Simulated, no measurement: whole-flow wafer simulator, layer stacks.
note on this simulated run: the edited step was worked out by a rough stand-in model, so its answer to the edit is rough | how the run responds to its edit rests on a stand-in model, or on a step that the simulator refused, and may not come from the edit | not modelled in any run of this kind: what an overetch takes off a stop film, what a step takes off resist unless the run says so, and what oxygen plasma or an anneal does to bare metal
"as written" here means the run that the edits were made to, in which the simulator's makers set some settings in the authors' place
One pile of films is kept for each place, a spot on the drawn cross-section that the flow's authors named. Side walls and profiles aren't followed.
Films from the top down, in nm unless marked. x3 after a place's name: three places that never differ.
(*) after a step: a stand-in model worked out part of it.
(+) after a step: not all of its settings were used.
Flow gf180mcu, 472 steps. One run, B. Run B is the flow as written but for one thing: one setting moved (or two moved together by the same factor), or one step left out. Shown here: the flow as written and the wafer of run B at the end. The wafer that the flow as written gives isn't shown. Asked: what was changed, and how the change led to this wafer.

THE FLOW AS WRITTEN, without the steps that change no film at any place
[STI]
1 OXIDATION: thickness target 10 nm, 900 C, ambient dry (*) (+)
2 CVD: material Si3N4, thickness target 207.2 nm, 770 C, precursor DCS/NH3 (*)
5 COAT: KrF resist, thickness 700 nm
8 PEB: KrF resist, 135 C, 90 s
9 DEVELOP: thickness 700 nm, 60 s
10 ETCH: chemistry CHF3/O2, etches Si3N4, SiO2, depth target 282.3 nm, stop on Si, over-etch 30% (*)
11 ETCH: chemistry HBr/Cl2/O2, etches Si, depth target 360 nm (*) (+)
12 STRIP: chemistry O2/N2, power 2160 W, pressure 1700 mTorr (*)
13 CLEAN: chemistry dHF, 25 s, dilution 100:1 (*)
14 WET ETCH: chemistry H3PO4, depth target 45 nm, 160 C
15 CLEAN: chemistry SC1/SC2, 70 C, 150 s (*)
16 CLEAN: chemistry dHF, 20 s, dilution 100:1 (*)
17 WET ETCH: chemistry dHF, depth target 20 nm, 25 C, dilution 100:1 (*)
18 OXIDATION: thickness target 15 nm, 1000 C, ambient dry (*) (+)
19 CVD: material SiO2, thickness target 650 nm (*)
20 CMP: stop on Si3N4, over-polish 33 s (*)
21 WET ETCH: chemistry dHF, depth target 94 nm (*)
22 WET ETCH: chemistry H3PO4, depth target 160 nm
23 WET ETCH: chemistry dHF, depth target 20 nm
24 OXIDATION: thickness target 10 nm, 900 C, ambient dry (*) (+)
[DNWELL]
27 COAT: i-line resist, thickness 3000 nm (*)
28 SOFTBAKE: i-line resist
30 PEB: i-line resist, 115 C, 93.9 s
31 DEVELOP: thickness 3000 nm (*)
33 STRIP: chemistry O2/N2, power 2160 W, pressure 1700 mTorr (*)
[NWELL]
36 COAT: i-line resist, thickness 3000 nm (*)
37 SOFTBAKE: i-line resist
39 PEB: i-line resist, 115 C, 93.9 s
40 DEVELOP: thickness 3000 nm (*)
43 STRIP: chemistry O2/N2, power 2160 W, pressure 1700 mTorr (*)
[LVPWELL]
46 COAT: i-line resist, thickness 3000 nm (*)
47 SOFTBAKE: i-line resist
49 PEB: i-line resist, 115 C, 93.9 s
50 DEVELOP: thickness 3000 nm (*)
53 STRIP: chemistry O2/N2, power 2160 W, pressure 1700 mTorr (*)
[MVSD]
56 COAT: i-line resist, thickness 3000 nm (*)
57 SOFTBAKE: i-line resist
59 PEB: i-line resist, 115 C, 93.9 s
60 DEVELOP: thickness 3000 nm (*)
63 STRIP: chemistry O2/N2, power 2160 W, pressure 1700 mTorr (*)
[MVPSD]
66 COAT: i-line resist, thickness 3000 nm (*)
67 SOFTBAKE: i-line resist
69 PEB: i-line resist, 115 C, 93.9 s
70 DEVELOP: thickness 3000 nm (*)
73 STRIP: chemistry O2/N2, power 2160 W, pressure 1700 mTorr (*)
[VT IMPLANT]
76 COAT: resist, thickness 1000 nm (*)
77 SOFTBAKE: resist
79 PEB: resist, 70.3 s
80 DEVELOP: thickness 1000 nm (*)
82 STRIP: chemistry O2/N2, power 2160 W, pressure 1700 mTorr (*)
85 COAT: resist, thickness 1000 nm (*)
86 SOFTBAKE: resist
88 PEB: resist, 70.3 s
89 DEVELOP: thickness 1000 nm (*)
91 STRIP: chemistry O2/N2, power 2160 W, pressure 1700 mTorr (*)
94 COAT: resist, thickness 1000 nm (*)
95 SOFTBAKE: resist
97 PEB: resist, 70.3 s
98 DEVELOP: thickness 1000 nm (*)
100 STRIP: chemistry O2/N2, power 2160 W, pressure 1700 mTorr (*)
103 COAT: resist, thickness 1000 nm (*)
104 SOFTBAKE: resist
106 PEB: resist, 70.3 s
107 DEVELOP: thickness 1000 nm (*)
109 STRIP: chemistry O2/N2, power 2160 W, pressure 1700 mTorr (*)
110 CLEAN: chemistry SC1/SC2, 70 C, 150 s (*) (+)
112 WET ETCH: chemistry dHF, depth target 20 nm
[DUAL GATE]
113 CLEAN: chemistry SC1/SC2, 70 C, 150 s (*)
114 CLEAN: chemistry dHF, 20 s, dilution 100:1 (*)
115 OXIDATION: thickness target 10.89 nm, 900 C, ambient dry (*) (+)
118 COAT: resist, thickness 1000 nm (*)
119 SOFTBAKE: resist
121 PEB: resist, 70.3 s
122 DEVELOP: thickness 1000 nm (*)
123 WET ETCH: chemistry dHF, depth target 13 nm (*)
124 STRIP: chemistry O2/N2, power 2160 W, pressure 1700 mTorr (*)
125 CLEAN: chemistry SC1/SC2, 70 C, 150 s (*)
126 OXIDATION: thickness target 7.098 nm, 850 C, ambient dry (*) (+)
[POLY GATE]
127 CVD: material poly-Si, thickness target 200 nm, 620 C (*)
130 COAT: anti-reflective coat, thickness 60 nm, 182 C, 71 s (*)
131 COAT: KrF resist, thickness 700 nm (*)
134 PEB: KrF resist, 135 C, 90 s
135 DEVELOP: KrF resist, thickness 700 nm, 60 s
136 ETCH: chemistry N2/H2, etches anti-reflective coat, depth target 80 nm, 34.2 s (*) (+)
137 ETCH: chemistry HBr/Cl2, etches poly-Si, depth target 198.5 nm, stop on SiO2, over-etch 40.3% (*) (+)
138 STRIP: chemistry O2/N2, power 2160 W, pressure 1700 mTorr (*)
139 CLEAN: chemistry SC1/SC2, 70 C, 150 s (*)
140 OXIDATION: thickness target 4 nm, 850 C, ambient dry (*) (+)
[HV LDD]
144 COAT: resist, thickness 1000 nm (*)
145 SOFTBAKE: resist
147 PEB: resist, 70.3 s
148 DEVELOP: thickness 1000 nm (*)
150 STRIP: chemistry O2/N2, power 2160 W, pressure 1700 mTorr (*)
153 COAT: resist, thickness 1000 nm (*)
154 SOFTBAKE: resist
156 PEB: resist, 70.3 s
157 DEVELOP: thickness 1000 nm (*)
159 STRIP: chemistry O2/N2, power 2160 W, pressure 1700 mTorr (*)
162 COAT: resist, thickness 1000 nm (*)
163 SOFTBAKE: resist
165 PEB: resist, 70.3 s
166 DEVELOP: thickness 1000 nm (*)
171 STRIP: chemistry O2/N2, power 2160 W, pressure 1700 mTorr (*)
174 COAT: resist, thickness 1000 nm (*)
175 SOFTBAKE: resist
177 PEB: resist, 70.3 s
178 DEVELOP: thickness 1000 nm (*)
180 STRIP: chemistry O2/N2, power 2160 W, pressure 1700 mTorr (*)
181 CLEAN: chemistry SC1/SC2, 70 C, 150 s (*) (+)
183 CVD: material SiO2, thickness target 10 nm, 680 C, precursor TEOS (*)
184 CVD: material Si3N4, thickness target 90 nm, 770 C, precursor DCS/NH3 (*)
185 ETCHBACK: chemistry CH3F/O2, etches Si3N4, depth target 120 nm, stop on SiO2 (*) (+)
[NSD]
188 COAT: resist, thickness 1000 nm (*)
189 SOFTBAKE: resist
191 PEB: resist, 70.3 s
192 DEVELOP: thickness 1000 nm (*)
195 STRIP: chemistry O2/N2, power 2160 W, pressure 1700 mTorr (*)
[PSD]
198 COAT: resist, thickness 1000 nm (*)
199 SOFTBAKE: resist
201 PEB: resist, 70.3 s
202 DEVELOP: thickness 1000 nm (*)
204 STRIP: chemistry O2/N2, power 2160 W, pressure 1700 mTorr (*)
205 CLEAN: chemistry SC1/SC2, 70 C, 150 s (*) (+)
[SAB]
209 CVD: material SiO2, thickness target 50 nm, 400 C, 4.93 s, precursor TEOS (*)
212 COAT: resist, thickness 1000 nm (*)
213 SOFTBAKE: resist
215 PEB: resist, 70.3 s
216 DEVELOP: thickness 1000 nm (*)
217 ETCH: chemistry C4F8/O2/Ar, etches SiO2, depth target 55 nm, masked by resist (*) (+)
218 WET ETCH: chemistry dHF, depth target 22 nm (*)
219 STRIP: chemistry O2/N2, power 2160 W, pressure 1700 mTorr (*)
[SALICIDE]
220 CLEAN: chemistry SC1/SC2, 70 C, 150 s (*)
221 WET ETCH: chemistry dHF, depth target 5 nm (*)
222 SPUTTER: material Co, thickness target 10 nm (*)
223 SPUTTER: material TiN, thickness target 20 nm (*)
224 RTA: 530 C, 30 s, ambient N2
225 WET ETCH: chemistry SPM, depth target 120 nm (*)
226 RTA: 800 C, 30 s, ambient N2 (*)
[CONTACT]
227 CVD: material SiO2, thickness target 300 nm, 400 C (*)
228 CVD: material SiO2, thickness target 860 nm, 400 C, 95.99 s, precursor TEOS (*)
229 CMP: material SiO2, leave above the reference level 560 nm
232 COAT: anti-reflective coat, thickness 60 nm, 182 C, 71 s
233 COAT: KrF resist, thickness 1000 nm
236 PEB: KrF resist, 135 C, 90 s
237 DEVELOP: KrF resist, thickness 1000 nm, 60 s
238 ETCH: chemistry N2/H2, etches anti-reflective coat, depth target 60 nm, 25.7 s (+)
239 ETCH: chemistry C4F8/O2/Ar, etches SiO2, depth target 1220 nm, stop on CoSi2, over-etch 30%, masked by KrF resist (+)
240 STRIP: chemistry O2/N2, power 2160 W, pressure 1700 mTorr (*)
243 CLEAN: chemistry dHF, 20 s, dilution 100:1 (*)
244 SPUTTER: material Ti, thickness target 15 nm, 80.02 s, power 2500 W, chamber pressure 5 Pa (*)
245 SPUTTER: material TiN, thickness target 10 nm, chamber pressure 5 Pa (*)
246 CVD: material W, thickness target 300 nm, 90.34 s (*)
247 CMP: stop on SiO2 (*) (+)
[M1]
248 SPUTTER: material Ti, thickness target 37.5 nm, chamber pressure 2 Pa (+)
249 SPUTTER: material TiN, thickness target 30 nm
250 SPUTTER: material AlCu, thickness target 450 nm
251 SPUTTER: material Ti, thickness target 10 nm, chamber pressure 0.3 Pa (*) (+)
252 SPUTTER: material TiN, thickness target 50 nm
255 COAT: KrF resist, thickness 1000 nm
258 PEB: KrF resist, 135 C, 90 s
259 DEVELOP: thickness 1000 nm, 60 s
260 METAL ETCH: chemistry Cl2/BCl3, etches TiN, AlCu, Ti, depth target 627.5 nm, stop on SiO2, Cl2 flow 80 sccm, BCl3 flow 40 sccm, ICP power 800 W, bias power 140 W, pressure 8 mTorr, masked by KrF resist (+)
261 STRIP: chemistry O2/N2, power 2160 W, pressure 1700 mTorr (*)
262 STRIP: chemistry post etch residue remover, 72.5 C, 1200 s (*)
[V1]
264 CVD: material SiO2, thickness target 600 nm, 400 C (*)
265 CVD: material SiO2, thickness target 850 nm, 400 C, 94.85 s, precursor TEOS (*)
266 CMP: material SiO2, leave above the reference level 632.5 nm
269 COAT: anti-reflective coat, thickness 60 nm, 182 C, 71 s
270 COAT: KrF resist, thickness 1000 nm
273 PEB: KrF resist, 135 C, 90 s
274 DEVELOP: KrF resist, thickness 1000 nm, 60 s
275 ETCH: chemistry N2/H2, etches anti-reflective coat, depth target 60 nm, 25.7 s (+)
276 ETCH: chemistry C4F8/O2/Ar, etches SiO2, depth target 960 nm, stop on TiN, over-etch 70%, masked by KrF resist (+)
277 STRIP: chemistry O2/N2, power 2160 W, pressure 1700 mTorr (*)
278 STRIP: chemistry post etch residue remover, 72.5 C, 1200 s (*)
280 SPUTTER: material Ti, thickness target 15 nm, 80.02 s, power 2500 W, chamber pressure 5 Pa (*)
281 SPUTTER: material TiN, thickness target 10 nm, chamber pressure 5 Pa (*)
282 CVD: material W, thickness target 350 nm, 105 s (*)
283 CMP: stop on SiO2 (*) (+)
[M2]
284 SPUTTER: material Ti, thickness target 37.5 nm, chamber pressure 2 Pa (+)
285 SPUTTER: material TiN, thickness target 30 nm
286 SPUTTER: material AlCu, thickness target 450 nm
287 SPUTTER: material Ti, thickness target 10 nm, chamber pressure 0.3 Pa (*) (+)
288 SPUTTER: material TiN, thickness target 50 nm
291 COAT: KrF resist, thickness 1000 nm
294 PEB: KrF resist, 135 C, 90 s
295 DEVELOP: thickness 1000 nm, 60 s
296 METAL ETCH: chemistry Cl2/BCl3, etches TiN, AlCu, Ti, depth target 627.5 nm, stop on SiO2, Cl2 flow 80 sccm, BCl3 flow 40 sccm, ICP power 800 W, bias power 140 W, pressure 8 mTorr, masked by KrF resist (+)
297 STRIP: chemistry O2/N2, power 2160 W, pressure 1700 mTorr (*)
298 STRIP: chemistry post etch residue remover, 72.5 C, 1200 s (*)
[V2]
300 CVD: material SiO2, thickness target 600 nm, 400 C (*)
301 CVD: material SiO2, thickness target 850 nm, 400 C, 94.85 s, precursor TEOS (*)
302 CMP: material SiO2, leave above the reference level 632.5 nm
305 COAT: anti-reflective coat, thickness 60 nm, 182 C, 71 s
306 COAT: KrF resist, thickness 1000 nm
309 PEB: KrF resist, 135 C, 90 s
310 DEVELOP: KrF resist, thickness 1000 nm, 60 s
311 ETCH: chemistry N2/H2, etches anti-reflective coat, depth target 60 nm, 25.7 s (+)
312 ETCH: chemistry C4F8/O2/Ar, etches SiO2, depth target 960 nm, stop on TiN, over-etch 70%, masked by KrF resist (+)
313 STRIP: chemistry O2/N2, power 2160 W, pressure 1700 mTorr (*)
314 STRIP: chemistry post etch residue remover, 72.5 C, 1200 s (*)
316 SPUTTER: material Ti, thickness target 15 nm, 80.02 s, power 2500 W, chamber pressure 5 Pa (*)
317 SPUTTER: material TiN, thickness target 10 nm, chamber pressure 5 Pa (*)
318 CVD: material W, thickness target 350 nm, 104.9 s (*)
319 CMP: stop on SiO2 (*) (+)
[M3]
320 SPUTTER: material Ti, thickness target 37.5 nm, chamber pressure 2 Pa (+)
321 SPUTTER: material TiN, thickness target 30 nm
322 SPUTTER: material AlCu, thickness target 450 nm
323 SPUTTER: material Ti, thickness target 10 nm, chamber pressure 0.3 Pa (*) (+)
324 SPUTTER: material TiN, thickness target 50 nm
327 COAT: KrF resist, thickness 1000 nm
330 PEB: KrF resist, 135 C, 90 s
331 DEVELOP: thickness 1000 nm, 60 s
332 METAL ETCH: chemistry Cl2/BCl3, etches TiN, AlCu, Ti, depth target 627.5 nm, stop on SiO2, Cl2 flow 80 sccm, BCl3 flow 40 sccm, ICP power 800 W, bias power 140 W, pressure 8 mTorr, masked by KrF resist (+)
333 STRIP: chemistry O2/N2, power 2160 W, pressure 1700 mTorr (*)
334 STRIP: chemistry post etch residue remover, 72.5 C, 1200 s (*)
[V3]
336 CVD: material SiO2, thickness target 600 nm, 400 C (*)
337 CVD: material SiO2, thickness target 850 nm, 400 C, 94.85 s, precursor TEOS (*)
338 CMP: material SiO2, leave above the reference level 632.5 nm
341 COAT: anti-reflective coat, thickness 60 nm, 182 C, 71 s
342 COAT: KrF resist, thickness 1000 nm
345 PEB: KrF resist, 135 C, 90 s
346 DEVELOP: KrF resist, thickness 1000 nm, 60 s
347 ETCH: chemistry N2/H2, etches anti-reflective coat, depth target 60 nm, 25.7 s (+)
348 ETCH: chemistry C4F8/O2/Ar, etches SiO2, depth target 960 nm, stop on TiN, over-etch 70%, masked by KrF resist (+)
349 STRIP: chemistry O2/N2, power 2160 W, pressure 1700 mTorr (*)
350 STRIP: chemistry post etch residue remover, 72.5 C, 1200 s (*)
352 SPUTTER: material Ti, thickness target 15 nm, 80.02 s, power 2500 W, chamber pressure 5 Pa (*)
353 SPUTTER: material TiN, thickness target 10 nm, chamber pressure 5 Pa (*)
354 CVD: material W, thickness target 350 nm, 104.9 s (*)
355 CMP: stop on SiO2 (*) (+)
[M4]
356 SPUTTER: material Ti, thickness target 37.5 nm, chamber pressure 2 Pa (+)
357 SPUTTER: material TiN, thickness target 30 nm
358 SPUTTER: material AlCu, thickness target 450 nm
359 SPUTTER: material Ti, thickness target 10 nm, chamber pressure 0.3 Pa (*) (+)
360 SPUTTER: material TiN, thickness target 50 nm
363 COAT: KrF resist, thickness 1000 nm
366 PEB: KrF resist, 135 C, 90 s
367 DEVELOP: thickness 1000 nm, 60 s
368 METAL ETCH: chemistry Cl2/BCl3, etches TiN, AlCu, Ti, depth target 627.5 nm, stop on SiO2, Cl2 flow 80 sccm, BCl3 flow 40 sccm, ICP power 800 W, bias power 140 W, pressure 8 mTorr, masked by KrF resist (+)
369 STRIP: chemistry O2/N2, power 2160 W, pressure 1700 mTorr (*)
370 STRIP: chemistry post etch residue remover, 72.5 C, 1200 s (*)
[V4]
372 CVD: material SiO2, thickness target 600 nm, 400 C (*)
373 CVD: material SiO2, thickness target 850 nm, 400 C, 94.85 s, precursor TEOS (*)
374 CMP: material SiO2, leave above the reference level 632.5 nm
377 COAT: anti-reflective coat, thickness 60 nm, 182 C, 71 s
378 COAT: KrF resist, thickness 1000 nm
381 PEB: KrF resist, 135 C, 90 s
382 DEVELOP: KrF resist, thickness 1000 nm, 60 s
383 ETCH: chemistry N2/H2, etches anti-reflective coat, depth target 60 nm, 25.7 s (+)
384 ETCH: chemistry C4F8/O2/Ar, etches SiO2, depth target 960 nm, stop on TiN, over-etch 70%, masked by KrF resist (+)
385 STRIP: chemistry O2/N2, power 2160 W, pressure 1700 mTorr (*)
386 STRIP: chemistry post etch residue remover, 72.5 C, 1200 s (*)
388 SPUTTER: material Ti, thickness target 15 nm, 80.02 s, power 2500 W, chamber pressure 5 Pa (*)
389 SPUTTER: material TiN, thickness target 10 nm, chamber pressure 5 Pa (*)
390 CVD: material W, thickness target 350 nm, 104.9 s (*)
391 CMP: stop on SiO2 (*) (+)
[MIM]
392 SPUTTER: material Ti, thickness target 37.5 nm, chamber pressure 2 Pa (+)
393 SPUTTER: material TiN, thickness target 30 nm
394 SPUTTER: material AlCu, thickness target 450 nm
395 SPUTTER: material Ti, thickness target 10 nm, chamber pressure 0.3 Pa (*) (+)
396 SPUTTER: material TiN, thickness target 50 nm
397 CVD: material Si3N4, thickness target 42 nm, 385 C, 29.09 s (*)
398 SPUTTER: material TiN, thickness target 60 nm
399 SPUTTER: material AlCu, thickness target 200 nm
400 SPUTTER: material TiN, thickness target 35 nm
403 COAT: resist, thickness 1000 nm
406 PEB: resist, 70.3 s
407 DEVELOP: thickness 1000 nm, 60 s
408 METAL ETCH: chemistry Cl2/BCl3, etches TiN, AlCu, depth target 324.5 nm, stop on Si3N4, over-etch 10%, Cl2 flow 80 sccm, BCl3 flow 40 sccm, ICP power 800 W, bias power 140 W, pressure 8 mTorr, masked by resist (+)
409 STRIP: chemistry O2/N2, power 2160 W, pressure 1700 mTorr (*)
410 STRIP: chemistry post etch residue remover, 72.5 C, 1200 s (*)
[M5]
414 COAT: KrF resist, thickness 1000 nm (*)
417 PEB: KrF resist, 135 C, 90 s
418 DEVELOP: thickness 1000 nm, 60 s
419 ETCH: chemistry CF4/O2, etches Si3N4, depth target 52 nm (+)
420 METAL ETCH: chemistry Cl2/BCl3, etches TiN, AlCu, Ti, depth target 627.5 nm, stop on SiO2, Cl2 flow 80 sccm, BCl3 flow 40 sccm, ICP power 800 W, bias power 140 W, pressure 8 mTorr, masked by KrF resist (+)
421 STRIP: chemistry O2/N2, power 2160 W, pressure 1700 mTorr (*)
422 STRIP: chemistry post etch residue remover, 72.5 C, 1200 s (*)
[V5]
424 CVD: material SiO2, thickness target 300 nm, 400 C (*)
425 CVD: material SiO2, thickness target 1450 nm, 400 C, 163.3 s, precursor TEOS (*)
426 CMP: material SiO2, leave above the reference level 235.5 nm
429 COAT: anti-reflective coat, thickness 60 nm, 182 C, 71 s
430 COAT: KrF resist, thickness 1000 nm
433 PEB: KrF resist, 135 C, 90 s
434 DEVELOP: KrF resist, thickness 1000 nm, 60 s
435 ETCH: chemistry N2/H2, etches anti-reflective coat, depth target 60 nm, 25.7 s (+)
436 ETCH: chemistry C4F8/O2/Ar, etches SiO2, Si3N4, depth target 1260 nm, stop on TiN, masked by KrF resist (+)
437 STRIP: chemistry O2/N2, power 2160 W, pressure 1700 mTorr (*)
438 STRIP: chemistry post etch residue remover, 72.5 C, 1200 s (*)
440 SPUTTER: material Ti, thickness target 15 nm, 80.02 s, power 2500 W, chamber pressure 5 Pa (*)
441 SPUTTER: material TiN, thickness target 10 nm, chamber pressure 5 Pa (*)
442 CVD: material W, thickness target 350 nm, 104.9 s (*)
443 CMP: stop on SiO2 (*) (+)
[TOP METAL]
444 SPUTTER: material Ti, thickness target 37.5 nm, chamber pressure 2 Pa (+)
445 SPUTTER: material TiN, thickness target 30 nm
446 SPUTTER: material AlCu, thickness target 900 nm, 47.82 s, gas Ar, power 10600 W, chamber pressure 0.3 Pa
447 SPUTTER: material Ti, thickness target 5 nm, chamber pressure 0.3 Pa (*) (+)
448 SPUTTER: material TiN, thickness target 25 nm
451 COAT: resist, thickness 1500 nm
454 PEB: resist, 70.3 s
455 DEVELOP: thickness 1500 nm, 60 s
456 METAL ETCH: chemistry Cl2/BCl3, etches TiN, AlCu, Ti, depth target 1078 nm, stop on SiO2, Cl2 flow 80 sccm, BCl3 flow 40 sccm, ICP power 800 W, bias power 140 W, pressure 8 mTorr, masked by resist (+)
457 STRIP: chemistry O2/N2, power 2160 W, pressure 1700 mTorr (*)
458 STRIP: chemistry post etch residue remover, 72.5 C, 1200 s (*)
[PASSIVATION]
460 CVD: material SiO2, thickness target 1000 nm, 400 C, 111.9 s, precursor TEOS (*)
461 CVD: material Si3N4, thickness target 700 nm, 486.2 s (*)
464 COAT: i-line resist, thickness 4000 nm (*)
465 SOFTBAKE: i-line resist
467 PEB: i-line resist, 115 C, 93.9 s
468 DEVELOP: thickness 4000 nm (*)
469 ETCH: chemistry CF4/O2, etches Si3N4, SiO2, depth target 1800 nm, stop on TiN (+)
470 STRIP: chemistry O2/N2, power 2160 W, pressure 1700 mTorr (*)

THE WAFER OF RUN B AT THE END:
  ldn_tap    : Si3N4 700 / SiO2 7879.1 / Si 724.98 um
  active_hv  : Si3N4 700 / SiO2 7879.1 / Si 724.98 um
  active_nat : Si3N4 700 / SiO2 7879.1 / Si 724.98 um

The cause: step 126, OXIDATION: 977 C was run, where the flow has 850 C.

How the change led to this, step by step:
  126 OXIDATION: thickness target 7.098 nm, 850 C, ambient dry (*) (+)
      gate_hv, active_hv, active_nat and 25 more: SiO2 +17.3, Si -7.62 (as written it would be: SiO2 +3.72, Si -1.64)
      active, n_well, p_well and 12 more: SiO2 +23.7 (new film), chemical SiO2 -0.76 (all of it), Si -10.1 (as written it would be: SiO2 +7.1 (new film), chemical SiO2 -0.76 (all of it), Si -2.79)
      (and at 49 more places)
  130 COAT: anti-reflective coat, thickness 60 nm, 182 C, 71 s (*)
      p_well, spacer, sd_n: anti-reflective coat +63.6 (new film) (as written it would be: anti-reflective coat +70.9 (new film))
      field__w1: anti-reflective coat +53.2 (new film) (as written it would be: anti-reflective coat +50.8 (new film))
      (and at 60 more places)
  136 ETCH: chemistry N2/H2, etches anti-reflective coat, depth target 80 nm, 34.2 s (*) (+)
      p_well, spacer, sd_n: anti-reflective coat -63.6 (all of it), poly-Si -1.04 (as written it would be: anti-reflective coat -70.9 (all of it), poly-Si -0.85)
      field__w1: anti-reflective coat -53.2 (all of it), poly-Si -1.3 (as written it would be: anti-reflective coat -50.8 (all of it), poly-Si -1.37)
      (and at 42 more places)
  138 STRIP: chemistry O2/N2, power 2160 W, pressure 1700 mTorr (*)
      gate: chemical SiO2 +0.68 (new film), KrF resist -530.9 (all of it), anti-reflective coat -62 (all of it), poly-Si -0.3 (as written it would be: chemical SiO2 +0.68 (new film), KrF resist -531.7 (all of it), anti-reflective coat -65.5 (all of it), poly-Si -0.3)
      gate_p: chemical SiO2 +0.68 (new film), KrF resist -530.2 (all of it), anti-reflective coat -62.4 (all of it), poly-Si -0.3 (as written it would be: chemical SiO2 +0.68 (new film), KrF resist -530.6 (all of it), anti-reflective coat -65.9 (all of it), poly-Si -0.3)
      (and at 16 more places)
  145 SOFTBAKE: resist
      nw_enc_fld_lv__w3: resist -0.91 (as written it would be: resist +2.63)
  154 SOFTBAKE: resist
      nw_enc_fld_lv__w3: resist -0.91 (as written it would be: resist +2.63)
  163 SOFTBAKE: resist
      nw_enc_fld_lv__w3: resist -0.91 (as written it would be: resist +2.63)
  175 SOFTBAKE: resist
      nw_enc_fld_lv__w3: resist -0.91 (as written it would be: resist +2.63)
  189 SOFTBAKE: resist
      nw_enc_fld_lv__w3: resist -1.71 (as written it would be: resist +2.11)
      field_sub__w1: resist +10 (as written it would be: resist +7.47)
  199 SOFTBAKE: resist
      nw_enc_fld_lv__w3: resist -1.71 (as written it would be: resist +2.11)
      field_sub__w1: resist +10 (as written it would be: resist +7.47)
  218 WET ETCH: chemistry dHF, depth target 22 nm (*)
      ldn_tap, ldn_src, ldn_drn, ldp_tap, ldp_src, ldp_drn, ldp_gr: SiO2 -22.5 (as written it would be: SiO2 -16 (all of it))
      active, sd_n, iso_ntap_nw: SiO2 -22.6 (as written it would be: SiO2 -9.01 (all of it))
      (and at 13 more places)
  219 STRIP: chemistry O2/N2, power 2160 W, pressure 1700 mTorr (*)
      active, p_well, sd_n and 20 more: nothing (as written it would be: chemical SiO2 +0.91 (new film), Si -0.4)
  221 WET ETCH: chemistry dHF, depth target 5 nm (*)
      active_hv, active_nat, ld_sd_n and 11 more: SiO2 -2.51 (as written it would be: chemical SiO2 -0.76 (all of it))
      active, sd_n, iso_ntap_nw: SiO2 -2.48 (all of it) (as written it would be: chemical SiO2 -0.76 (all of it))
      (and at 6 more places)
  224 RTA: 530 C, 30 s, ambient N2
      ldn_tap, ldn_src, ldn_drn, ldp_tap, ldp_src, ldp_drn, ldp_gr: nothing (as written it would be: under 1 film: CoSi +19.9 (new film), Co -10 (all of it), Si -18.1)
      active_hv: nothing (as written it would be: under 1 film: CoSi +19 (new film), Co -9.55 (all of it), Si -17.3)
      (and at 5 more places)
  225 WET ETCH: chemistry SPM, depth target 120 nm (*)
      ldn_tap, ldn_src, ldn_drn, ldp_tap, ldp_src, ldp_drn, ldp_gr: TiN -20 (all of it), Co -10 (all of it) (as written it would be: TiN -20 (all of it))
      active_hv: TiN -19 (all of it), Co -9.52 (all of it) (as written it would be: TiN -19 (all of it))
      (and at 5 more places)
  226 RTA: 800 C, 30 s, ambient N2 (*)
      ldn_tap, ldn_src, ldn_drn, ldp_tap, ldp_src, ldp_drn, ldp_gr: nothing (as written it would be: CoSi2 +35 (new film), CoSi -19.9 (all of it), Si -18.1)
      active_hv: nothing (as written it would be: CoSi2 +33.4 (new film), CoSi -19 (all of it), Si -17.3)
      (and at 6 more places)
  ... 1 more step ...
  229 CMP: material SiO2, leave above the reference level 560 nm
      gate_hv, gate_nat, ld_gate_n and 11 more: SiO2 -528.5 (as written it would be: SiO2 -514.3)
      ldn_sep__w1, ldn_sep__w2, ldn_dft and 8 more: SiO2 -319.3 (as written it would be: SiO2 -311)
      (and at 60 more places)
Counting metal films that touch as one body, ldn_tap has 0 bodies; the flow as written gives 1 body.
Counting metal films that touch as one body, active_hv has 0 bodies; the flow as written gives 1 body.
Counting metal films that touch as one body, active_nat has 0 bodies; the flow as written gives 1 body.
